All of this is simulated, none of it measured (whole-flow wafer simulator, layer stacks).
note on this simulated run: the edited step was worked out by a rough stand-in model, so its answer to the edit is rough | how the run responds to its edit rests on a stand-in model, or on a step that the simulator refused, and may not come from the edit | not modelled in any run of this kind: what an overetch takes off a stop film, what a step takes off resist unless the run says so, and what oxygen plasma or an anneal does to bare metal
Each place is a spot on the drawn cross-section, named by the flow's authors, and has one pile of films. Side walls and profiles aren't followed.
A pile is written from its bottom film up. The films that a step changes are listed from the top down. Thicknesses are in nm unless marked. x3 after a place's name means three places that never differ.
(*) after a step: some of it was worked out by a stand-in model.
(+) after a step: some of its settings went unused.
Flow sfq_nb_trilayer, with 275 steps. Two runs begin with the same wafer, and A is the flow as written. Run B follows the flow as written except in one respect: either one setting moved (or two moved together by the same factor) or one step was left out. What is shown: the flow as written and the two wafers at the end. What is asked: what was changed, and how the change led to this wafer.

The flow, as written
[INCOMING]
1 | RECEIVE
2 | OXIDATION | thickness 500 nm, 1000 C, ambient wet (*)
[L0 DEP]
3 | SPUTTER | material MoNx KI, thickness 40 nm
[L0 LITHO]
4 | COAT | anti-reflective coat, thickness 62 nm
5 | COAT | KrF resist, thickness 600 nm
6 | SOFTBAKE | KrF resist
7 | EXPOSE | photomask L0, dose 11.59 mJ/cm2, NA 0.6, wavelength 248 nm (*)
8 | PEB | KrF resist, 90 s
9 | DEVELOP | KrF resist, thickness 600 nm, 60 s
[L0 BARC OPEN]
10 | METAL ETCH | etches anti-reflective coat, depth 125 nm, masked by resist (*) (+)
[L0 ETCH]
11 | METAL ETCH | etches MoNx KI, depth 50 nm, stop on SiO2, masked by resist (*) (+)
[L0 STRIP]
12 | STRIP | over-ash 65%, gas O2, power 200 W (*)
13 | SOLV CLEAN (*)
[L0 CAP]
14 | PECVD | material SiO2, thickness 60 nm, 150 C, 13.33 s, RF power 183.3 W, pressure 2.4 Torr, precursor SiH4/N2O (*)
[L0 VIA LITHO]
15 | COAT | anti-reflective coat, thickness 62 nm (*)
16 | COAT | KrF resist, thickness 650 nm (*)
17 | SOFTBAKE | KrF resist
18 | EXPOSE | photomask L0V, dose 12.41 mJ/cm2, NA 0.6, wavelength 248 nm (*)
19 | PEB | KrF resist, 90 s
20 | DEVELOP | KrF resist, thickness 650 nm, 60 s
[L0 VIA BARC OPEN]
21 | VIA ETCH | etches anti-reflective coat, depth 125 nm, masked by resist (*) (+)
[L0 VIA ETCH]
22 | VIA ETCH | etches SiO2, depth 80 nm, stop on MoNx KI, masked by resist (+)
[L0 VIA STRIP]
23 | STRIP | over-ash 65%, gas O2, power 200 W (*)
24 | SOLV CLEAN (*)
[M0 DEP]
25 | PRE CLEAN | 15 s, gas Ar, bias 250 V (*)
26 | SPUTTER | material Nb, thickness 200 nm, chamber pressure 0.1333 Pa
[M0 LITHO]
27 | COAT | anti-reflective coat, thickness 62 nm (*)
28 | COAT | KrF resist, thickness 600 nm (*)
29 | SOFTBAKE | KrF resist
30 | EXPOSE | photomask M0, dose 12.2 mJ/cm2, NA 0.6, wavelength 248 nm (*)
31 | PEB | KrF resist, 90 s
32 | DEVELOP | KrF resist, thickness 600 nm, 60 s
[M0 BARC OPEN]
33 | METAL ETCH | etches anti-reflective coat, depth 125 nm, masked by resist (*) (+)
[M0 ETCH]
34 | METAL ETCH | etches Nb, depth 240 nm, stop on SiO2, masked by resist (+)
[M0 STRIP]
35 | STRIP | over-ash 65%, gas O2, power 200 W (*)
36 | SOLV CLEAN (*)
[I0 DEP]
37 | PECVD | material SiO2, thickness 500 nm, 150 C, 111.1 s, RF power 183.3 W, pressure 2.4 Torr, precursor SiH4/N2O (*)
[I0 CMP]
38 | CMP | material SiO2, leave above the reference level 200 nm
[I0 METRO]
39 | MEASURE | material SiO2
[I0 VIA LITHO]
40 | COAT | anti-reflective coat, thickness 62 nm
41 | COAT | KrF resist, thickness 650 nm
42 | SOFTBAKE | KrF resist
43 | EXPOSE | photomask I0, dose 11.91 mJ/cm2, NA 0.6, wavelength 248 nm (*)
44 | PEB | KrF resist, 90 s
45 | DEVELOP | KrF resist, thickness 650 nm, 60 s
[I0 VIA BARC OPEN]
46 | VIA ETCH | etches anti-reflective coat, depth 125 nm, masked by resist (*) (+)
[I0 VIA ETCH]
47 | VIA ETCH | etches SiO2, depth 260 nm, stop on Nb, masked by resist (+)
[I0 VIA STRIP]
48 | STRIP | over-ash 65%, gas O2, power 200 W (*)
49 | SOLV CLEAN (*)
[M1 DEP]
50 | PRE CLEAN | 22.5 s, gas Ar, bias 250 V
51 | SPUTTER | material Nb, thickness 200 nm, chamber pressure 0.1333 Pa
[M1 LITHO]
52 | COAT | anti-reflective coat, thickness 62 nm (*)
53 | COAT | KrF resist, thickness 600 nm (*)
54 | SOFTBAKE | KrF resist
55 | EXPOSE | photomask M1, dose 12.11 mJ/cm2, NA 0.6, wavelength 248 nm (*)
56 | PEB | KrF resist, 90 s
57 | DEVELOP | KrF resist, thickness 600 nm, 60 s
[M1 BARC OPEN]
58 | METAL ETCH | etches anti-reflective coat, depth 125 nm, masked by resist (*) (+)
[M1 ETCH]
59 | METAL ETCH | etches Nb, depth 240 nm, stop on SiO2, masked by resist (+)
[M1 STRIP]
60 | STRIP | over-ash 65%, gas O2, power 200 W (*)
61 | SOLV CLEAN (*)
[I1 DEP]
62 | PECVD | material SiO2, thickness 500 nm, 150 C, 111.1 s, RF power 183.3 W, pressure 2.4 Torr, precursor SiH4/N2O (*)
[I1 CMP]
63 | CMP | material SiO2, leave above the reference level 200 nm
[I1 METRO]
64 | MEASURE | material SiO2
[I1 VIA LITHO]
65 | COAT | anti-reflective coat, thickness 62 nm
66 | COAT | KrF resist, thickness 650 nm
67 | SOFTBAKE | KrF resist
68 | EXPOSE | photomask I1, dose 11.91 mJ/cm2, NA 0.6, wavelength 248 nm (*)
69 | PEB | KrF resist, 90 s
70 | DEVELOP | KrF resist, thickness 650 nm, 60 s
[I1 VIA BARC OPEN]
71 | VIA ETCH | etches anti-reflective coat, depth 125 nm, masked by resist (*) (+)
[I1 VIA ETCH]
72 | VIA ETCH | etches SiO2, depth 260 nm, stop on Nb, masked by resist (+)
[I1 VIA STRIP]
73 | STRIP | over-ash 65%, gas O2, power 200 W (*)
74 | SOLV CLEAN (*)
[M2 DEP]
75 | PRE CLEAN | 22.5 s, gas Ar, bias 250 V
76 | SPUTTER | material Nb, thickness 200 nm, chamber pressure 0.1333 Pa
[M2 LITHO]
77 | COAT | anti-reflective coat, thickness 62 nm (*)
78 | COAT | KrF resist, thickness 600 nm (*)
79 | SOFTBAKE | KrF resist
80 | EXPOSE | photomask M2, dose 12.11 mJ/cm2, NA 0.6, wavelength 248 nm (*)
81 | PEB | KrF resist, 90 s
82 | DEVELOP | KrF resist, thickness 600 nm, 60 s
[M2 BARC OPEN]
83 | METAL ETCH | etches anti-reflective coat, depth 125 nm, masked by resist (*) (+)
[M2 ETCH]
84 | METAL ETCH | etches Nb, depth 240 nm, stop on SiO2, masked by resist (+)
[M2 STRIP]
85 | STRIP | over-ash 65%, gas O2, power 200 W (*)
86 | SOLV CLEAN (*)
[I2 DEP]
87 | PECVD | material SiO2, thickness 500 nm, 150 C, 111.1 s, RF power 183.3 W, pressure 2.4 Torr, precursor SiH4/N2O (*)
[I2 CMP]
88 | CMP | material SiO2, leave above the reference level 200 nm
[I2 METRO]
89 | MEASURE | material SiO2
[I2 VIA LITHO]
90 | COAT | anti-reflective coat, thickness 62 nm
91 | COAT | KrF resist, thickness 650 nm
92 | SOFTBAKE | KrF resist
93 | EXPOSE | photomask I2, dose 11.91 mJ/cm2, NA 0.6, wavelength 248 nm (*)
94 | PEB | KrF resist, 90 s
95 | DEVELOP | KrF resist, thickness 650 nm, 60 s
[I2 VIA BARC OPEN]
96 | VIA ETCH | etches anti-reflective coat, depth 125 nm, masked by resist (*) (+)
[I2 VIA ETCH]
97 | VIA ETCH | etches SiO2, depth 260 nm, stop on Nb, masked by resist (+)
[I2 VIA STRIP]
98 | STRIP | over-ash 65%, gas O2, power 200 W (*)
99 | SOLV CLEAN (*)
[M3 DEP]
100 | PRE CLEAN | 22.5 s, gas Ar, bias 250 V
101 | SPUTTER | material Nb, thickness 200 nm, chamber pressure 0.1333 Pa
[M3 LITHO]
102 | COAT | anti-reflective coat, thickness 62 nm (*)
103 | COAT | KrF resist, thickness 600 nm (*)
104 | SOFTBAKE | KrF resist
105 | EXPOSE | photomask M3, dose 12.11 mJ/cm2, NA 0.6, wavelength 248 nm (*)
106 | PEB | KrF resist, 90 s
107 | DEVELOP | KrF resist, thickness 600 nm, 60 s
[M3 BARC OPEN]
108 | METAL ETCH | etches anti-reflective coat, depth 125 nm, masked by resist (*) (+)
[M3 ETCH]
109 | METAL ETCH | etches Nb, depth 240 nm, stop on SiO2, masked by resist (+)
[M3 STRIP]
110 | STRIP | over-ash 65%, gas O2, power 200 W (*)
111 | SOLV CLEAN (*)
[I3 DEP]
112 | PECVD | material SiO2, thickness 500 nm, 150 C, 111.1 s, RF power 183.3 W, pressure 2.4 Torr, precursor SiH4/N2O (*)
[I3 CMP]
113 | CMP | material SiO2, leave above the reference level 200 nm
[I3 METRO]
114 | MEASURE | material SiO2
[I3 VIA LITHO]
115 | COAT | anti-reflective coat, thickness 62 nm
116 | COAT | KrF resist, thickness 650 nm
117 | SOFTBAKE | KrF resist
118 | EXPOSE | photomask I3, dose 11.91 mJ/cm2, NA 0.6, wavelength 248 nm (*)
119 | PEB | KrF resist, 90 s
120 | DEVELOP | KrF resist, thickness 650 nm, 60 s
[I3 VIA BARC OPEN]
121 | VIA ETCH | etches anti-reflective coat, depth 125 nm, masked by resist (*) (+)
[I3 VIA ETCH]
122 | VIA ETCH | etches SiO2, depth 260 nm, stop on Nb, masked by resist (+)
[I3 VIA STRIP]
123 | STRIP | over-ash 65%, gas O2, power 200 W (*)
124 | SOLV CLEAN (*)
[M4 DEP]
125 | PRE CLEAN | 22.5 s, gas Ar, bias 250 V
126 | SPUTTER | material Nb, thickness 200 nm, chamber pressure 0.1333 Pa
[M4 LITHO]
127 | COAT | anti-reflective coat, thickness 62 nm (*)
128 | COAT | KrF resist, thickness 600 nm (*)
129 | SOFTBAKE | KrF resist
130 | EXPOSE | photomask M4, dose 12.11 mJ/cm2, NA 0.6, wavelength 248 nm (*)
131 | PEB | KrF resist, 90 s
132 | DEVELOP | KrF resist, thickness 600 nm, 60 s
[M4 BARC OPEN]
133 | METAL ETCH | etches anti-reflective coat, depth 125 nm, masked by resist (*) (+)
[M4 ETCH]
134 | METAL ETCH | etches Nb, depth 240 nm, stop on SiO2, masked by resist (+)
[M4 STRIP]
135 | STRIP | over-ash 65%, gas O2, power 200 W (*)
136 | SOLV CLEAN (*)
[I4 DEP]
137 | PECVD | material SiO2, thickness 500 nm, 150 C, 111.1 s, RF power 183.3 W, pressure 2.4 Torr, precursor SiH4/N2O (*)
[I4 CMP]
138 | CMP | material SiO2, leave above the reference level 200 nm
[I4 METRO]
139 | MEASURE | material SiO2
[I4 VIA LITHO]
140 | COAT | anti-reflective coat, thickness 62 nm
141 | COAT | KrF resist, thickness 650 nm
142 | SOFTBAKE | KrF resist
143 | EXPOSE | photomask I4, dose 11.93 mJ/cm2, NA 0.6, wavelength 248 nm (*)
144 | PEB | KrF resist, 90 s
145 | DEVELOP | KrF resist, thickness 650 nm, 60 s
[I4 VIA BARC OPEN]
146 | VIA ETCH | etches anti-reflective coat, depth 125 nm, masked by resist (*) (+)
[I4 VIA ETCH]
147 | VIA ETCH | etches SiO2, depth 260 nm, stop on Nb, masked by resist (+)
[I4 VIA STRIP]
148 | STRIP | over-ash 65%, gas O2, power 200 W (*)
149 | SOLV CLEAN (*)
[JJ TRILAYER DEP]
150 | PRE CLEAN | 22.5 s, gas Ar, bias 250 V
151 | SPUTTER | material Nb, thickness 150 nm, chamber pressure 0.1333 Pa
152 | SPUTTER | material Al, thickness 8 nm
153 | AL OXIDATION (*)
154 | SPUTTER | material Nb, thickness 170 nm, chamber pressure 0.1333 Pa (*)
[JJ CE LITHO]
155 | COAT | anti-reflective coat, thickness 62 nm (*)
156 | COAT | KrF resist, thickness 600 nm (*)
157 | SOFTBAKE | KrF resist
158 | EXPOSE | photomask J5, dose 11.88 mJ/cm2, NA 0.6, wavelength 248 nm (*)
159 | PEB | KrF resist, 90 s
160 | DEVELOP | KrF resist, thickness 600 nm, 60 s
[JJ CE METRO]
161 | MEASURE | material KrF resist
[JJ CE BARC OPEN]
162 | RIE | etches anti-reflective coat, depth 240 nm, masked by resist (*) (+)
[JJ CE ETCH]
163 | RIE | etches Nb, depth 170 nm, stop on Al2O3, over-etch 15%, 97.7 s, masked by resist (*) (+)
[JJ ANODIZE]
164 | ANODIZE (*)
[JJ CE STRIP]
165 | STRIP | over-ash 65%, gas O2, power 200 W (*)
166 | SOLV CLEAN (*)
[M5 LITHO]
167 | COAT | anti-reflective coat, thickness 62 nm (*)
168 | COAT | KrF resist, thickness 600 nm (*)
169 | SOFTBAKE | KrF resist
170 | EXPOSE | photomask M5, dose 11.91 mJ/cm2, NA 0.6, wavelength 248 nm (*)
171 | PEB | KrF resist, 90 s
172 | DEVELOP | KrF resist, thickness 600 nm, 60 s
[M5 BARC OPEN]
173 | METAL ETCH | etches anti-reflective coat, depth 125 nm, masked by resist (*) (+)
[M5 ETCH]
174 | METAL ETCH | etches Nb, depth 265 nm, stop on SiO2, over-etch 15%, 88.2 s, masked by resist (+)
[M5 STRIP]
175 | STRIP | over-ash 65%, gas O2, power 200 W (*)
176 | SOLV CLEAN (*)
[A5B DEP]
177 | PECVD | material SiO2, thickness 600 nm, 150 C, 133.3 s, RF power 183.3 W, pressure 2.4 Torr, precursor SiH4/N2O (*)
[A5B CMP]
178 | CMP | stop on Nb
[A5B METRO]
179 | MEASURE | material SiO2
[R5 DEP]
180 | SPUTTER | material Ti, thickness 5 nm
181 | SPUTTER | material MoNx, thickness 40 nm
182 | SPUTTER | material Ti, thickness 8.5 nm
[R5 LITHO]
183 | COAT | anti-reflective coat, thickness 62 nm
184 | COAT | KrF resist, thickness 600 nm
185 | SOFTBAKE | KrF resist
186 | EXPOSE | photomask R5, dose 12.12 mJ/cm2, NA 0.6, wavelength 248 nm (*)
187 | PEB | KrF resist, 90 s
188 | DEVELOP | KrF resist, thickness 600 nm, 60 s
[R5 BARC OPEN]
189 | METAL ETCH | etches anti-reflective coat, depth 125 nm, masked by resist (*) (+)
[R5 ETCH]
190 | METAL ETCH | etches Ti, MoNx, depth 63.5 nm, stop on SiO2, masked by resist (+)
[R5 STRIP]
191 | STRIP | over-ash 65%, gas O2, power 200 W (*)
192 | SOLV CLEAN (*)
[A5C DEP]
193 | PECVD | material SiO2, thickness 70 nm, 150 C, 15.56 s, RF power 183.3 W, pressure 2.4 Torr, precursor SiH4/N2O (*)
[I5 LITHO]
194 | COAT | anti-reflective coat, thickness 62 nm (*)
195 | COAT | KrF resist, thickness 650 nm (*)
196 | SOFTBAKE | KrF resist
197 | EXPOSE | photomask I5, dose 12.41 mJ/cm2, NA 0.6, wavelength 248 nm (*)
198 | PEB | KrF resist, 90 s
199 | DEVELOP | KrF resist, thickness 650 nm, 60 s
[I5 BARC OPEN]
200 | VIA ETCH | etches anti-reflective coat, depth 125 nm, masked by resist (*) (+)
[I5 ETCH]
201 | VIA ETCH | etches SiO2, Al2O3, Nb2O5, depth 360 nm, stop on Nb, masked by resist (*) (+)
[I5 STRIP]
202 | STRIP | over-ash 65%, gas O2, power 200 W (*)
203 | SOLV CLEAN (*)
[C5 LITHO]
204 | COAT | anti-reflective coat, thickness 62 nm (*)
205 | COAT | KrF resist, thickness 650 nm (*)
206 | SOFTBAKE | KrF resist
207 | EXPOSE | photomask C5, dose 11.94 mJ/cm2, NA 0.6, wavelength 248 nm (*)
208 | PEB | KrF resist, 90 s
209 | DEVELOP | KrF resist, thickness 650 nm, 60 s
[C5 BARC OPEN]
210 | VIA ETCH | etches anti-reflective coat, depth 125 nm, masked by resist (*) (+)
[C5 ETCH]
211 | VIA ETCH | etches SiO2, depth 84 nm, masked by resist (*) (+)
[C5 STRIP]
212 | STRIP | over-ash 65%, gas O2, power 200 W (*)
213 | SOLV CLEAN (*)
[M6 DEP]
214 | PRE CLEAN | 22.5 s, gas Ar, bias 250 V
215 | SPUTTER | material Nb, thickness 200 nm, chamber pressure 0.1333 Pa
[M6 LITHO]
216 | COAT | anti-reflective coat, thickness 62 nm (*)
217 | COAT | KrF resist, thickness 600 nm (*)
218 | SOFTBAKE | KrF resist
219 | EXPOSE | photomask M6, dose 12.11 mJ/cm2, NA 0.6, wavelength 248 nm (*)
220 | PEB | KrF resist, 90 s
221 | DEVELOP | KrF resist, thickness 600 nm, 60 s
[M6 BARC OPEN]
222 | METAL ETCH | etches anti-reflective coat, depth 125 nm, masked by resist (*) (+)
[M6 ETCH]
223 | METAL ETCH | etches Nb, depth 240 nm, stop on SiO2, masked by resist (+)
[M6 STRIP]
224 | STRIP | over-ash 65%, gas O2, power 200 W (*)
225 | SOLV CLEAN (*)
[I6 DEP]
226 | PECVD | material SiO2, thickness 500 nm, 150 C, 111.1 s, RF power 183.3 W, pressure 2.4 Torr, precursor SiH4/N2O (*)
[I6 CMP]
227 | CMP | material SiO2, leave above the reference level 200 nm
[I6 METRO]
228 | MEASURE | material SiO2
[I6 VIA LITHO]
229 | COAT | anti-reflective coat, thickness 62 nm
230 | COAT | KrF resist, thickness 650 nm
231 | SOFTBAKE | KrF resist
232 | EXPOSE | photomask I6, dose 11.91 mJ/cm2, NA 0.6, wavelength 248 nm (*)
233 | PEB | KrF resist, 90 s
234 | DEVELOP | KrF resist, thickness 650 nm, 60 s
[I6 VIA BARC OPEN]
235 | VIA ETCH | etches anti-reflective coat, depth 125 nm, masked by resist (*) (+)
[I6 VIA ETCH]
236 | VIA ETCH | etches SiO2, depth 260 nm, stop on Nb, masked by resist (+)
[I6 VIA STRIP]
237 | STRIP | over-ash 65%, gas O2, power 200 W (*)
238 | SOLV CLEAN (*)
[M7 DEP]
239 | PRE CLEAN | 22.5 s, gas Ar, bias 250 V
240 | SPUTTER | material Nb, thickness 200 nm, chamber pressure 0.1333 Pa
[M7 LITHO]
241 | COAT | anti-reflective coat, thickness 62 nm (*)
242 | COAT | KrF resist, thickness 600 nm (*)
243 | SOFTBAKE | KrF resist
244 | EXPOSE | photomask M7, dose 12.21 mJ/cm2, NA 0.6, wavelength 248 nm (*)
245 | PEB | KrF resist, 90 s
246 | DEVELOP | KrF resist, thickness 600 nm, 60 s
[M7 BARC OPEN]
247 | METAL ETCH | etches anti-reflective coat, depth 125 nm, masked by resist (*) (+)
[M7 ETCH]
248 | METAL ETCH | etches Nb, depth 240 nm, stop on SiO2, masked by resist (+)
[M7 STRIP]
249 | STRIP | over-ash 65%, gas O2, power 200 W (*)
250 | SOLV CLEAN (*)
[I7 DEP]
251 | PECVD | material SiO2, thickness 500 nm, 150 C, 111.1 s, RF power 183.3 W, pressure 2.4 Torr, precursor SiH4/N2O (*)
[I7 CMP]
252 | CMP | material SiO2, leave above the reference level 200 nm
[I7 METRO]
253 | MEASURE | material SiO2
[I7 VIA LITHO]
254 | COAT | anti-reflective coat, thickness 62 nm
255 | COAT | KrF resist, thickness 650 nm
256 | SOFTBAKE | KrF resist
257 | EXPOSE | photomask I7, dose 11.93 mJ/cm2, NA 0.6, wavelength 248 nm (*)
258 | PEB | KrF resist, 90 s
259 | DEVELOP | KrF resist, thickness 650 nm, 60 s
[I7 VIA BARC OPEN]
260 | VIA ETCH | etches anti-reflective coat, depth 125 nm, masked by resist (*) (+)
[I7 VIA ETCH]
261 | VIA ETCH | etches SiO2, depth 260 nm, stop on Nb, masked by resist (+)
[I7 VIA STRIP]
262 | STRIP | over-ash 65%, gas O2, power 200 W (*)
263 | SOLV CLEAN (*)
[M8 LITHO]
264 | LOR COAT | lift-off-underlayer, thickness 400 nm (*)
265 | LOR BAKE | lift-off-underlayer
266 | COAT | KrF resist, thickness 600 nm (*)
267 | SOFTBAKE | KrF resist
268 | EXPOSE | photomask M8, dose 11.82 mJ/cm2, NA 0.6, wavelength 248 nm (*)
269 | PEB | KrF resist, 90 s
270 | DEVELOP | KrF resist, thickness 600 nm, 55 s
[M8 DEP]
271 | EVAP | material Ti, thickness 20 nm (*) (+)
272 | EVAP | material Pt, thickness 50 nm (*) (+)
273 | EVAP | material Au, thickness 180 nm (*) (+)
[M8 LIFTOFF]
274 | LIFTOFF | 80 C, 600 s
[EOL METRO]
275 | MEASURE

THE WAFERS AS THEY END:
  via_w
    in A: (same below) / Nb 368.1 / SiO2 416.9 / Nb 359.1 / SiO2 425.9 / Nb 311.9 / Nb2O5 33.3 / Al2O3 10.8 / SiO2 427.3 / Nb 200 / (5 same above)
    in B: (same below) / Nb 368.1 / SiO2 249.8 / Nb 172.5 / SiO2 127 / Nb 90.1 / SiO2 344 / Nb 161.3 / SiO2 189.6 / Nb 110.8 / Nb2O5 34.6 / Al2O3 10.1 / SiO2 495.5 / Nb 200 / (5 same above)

The reason: step 62, PECVD: thickness 300 nm was run, while the flow as written has thickness 500 nm; step 62, PECVD: 66.67 s was run, where the flow has 111.1 s.

The path from the change to this, step by step:
  62 | PECVD | material SiO2, thickness 500 nm, 150 C, 111.1 s, RF power 183.3 W, pressure 2.4 Torr, precursor SiH4/N2O (*)
      field_l, be, be_sur and 72 more: A SiO2 gains 500 | B SiO2 gains 300
      v_sur, via_wl, via_wr and 20 more: A SiO2 gains 500 (new film) | B SiO2 gains 300 (new film)
      (also at 8 further places)
  63 | CMP | material SiO2, leave above the reference level 200 nm
      field_l, be, be_sur and 72 more: A SiO2 loses 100 | B nothing
      lsp_m, ln_m6, lsp_r, l0_sur, l0v: A SiO2 loses 94.9 | B nothing
      (also at 26 further places)
  65 | COAT | anti-reflective coat, thickness 62 nm
      ce_l, m0r_line_l, m0r_line_r, m6r_line_l x2, m7r_line_l x2: A anti-reflective coat gains 62 (new film) | B anti-reflective coat gains 63.5 (new film)
      ce_r, sp_r, r_end, moat, lsp_r, p3_s2, p3_s5: A anti-reflective coat gains 62 (new film) | B anti-reflective coat gains 63.3 (new film)
      (also at 71 further places)
  66 | COAT | KrF resist, thickness 650 nm
      m0r_line_l, m0r_line_r, r5r_line_r, m6r_line_l x2, m7r_line_l x2: A KrF resist gains 650 (new film) | B KrF resist gains 669.6 (new film)
      m5r_linepad_l, m5r_linepad_r: A KrF resist gains 650 (new film) | B KrF resist gains 627.6 (new film)
      (also at 31 further places)
  70 | DEVELOP | KrF resist, thickness 650 nm, 60 s
      via_v: A KrF resist loses 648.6 (all of it) | B KrF resist loses 612.6 (all of it)
  71 | VIA ETCH | etches anti-reflective coat, depth 125 nm, masked by resist (*) (+)
      field_l, v_sur, via_wl and 102 more: A KrF resist loses 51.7 | B KrF resist loses 45
      via_v: A anti-reflective coat loses 62 (all of it), SiO2 loses 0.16 | B anti-reflective coat loses 54 (all of it), SiO2 loses 0.13
  73 | STRIP | over-ash 65%, gas O2, power 200 W (*)
      m0r_line_l, m0r_line_r, m6r_line_l x2, m7r_line_l x2: A KrF resist loses 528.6 (all of it), anti-reflective coat loses 62 (all of it) | B KrF resist loses 554.9 (all of it), anti-reflective coat loses 63.5 (all of it)
      m0r_space_l, m0r_space_r, m6r_space_l x2, m7r_space_l x2: A KrF resist loses 528.6 (all of it), anti-reflective coat loses 62 (all of it) | B KrF resist loses 547.1 (all of it), anti-reflective coat loses 75.6 (all of it)
      (also at 82 further places)
  76 | SPUTTER | material Nb, thickness 200 nm, chamber pressure 0.1333 Pa
      be, lsp_l: A Nb gains 200 (new film) | B Nb gains 191 (new film)
      via_w: A Nb gains 200 (new film) | B Nb gains 172.5 (new film)
  77 | COAT | anti-reflective coat, thickness 62 nm (*)
      l0r_line_r, m0r_line_l, m0r_line_r, m6r_line_l x2, m7r_line_l x2: A anti-reflective coat gains 62 (new film) | B anti-reflective coat gains 63.6 (new film)
      m0r_space_l, m0r_space_r, m6r_space_l x2, m7r_space_l x2: A anti-reflective coat gains 62 (new film) | B anti-reflective coat gains 73.2 (new film)
      (also at 65 further places)
  78 | COAT | KrF resist, thickness 600 nm (*)
      m0r_line_l, m0r_line_r, m6r_line_l x2, m7r_line_l x2: A KrF resist gains 600 (new film) | B KrF resist gains 617.4 (new film)
      m0r_space_l, m0r_space_r, m6r_space_l x2, m7r_space_l x2: A KrF resist gains 600 (new film) | B KrF resist gains 612.3 (new film)
      (also at 35 further places)
  82 | DEVELOP | KrF resist, thickness 600 nm, 60 s
      m0r_line_l, m0r_line_r, m6r_line_l x2, m7r_line_l x2: A KrF resist loses 598.7 (all of it) | B KrF resist loses 616.1 (all of it)
      m0r_space_l, m0r_space_r, m6r_space_l x2, m7r_space_l x2: A KrF resist loses 598.7 (all of it) | B KrF resist loses 611.1 (all of it)
      (also at 20 further places)
  83 | METAL ETCH | etches anti-reflective coat, depth 125 nm, masked by resist (*) (+)
      v_sur, via_wl, via_w and 19 more: A KrF resist loses 51.7 | B KrF resist loses 61.8
      l0r_line_r, m0r_line_l, m0r_line_r, m6r_line_l x2, m7r_line_l x2: A anti-reflective coat loses 62 (all of it) | B anti-reflective coat loses 63.6 (all of it)
      (also at 49 further places)
  84 | METAL ETCH | etches Nb, depth 240 nm, stop on SiO2, masked by resist (+)
      be, lsp_l: A Nb loses 200 (all of it) | B Nb loses 191 (all of it)
  85 | STRIP | over-ash 65%, gas O2, power 200 W (*)
      v_sur: A KrF resist loses 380 (all of it), anti-reflective coat loses 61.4 (all of it) | B KrF resist loses 321.1 (all of it), anti-reflective coat loses 45.3 (all of it)
      via_wl: A KrF resist loses 379.5 (all of it), anti-reflective coat loses 61.3 (all of it) | B KrF resist loses 326.7 (all of it), anti-reflective coat loses 41 (all of it)
      (also at 20 further places)
  87 | PECVD | material SiO2, thickness 500 nm, 150 C, 111.1 s, RF power 183.3 W, pressure 2.4 Torr, precursor SiH4/N2O (*)
      via_w: A SiO2 gains 500 (new film) | B SiO2 gains 551.7 (new film)
  88 | CMP | material SiO2, leave above the reference level 200 nm
      field_l, be, be_sur and 79 more: A SiO2 loses 100 | B nothing
      via_w: A SiO2 loses 300 | B SiO2 loses 157.1
  ... another 33 steps ...
  178 | CMP | stop on Nb
      via_w: A SiO2 loses 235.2 | B SiO2 loses 226.5
If metal films that touch count as one body, via_w has 7 bodies (between them, from the top down: SiO2 192.5; SiO2 495.5 / Al2O3 10.1 / Nb2O5 34.6; SiO2 189.6; SiO2 344; SiO2 127; SiO2 249.8); the flow as written gives 5 bodies (between them, from the top down: SiO2 192.5; SiO2 427.3 / Al2O3 10.8 / Nb2O5 33.3; SiO2 425.9; SiO2 416.9).
